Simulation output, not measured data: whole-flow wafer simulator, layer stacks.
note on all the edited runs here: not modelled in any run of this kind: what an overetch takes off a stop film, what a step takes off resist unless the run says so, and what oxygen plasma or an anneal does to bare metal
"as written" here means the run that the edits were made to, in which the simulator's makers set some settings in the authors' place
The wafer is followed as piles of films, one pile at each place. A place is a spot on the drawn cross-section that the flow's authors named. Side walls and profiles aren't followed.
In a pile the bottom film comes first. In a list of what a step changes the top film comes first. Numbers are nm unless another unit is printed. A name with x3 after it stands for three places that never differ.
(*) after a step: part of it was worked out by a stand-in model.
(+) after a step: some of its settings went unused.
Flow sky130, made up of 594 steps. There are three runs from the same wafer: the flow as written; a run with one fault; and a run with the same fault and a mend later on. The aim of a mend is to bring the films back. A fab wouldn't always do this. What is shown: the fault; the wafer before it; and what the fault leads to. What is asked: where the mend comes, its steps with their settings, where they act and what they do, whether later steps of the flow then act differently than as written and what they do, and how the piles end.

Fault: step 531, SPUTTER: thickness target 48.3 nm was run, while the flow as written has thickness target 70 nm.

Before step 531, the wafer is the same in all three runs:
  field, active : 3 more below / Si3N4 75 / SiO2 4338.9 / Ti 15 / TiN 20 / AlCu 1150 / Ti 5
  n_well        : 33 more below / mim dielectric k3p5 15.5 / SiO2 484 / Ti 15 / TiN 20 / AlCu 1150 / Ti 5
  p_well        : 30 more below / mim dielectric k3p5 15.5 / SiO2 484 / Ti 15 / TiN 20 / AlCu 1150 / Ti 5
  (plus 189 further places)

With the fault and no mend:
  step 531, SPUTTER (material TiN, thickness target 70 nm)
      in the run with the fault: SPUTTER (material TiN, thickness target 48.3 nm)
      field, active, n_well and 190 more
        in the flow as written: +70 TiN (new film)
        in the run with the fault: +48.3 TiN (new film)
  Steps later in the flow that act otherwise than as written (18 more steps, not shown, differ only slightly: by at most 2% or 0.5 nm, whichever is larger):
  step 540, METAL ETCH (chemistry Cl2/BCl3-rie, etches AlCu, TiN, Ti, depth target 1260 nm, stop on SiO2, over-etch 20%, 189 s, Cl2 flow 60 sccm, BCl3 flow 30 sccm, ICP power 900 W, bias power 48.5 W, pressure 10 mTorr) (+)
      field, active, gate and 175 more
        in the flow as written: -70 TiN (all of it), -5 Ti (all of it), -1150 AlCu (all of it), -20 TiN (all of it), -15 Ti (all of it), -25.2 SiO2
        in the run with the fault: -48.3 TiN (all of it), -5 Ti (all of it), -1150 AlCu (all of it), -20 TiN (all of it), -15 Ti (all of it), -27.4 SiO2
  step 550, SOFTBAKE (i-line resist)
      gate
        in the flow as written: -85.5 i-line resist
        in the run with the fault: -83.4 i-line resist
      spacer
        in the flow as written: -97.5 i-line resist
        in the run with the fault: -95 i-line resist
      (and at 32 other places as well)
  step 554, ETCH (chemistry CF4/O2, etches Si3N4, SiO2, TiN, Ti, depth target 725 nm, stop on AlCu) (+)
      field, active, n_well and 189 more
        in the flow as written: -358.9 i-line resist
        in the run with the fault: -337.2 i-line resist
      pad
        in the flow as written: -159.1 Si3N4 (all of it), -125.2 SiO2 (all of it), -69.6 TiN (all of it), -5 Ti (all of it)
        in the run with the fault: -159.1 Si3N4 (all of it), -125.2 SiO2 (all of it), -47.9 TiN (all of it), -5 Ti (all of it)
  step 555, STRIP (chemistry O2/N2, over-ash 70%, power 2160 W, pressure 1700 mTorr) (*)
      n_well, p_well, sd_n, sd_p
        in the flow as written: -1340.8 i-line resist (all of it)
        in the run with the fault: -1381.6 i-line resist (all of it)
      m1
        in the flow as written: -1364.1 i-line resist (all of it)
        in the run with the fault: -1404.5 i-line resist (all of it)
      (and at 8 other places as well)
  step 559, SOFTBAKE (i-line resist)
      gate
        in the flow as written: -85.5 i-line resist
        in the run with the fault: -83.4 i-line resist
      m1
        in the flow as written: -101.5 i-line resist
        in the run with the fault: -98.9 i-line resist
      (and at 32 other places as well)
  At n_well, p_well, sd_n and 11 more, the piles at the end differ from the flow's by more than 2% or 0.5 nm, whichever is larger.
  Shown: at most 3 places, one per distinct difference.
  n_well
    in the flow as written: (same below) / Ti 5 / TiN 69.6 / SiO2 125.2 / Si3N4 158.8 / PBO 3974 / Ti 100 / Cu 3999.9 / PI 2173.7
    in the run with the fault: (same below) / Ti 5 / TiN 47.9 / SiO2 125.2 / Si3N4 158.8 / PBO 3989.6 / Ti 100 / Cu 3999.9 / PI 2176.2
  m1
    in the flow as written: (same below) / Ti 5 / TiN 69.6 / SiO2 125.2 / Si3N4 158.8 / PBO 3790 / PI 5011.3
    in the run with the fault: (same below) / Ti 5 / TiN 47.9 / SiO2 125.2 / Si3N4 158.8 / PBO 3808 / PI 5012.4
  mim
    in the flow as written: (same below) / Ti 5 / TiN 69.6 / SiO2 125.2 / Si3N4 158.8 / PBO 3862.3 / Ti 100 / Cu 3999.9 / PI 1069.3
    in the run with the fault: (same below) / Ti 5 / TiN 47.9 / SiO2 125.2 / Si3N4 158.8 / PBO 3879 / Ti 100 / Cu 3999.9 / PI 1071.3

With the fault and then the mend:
  The mend follows step 538.
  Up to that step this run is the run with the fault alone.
  step 538a, STRIP (chemistry O2/N2, power 2160 W, pressure 1700 mTorr) (*)
      n_well, p_well, sd_n and 9 more
        -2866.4 resist (all of it)
      m1, via4_hole
        -2868.5 resist (all of it)
      via4_enc
        -2866.3 resist (all of it)
  step 538b, SPUTTER (material TiN, thickness target 21.7 nm) (the flow's step 531, run once more with other settings)
      field, active, n_well and 190 more
        +21.7 TiN
  step 538c, HMDS (120 C, 60 s) (the flow's step 533, run once more)
      does not change any film at any place that is followed
  step 538d, COAT (resist, thickness 2930 nm) (the flow's step 534, run once more)
      n_well, p_well, gate_hv and 172 more
        +2930 resist (new film)
      field, active, gate and 13 more
        +2929.9 resist (new film)
      m1, via4_hole
        +2932.1 resist (new film)
  step 538e, SOFTBAKE (resist) (the flow's step 535, run once more)
      field, active, gate, spacer, m1, sonos_cell, sonos_guard, sonos_guard_hv
        +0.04 resist
      nwell_res
        +0.03 resist
      pplus_nw
        +0.02 resist
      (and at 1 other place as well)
  step 538f, EXPOSE (photomask MM5, dose 309.9 mJ/cm2, NA 0.6, wavelength 365 nm) (*) (the flow's step 536, run once more)
      does not change any film at any place that is followed
  step 538g, PEB (resist, 70.3 s) (the flow's step 537, run once more)
      field, active, n_well and 188 more
        -63.6 resist
      m1, via4_hole
        -63.7 resist
  step 538h, DEVELOP (resist, thickness 2930 nm, developer TMAH-0.26N, 60 s) (the flow's step 538, run once more)
      field, active, gate and 168 more
        -2866.4 resist (all of it)
      via1_hole, via1_enc, via2_hole, via2_enc, via3_hole, via3_enc, via_li1
        -2866.3 resist (all of it)
  Every later step of the flow that is run acts as written at every place that is followed.
  By the end, the piles equal the flow's at every place that both follow.
